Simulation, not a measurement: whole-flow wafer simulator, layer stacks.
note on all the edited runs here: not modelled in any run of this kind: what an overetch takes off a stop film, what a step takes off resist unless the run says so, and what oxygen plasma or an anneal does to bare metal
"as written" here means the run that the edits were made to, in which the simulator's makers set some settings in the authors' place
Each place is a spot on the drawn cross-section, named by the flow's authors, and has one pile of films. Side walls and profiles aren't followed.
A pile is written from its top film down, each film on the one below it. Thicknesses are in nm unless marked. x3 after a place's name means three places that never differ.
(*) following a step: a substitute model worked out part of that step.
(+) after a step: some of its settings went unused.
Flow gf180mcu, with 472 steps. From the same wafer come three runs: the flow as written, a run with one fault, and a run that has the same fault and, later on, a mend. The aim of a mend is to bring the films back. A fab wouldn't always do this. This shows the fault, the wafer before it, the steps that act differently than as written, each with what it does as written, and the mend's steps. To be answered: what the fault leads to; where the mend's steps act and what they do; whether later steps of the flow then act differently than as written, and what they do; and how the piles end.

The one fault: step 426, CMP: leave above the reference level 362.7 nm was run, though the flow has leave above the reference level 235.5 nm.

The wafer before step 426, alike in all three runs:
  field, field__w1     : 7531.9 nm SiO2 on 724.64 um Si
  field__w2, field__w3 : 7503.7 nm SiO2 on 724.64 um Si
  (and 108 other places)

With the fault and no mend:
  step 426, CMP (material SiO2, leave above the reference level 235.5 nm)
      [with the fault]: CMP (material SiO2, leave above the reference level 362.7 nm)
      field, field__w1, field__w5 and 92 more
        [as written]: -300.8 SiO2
        [with the fault]: -173.6 SiO2
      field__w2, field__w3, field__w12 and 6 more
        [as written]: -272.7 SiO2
        [with the fault]: -145.5 SiO2
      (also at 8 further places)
  Steps later in the flow that act otherwise than as written (1 more step, not shown, differs only slightly: by at most 2% or 0.5 nm, whichever is larger):
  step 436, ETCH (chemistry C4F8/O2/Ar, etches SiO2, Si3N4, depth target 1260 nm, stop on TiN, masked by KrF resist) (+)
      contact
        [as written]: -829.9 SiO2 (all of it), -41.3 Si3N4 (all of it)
        [with the fault]: -957.1 SiO2 (all of it), -41.3 Si3N4 (all of it)
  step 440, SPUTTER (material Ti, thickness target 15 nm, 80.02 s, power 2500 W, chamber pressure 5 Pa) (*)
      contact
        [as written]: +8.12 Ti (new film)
        [with the fault]: +7.55 Ti (new film)
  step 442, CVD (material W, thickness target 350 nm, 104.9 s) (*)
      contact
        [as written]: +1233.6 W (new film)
        [with the fault]: +1361.7 W (new film)
  By the end, the piles at field__w4, field__w8, contact, m1, m1__w1, mim, mim_1p0, m1_nw depart from the flow's by more than 2% or 0.5 nm, whichever is larger.
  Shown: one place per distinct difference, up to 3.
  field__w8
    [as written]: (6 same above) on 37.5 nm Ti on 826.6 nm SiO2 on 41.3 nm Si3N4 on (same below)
    [with the fault]: (6 same above) on 37.5 nm Ti on 953.8 nm SiO2 on 41.3 nm Si3N4 on (same below)
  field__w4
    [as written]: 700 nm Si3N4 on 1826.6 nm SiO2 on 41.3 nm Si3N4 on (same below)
    [with the fault]: 700 nm Si3N4 on 1953.8 nm SiO2 on 41.3 nm Si3N4 on (same below)
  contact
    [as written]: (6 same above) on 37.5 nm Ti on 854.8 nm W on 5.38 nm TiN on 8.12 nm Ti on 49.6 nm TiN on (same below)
    [with the fault]: (6 same above) on 37.5 nm Ti on 982.9 nm W on 5 nm TiN on 7.55 nm Ti on 49.6 nm TiN on (same below)

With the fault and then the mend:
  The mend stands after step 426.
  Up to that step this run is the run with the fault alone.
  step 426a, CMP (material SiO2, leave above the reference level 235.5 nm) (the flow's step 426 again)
      field, field__w1, field__w2 and 109 more
        -127.2 SiO2
  Every later step of the flow that is run acts as written at every place that is followed.
  By the end, the piles equal the flow's at every place that both follow.
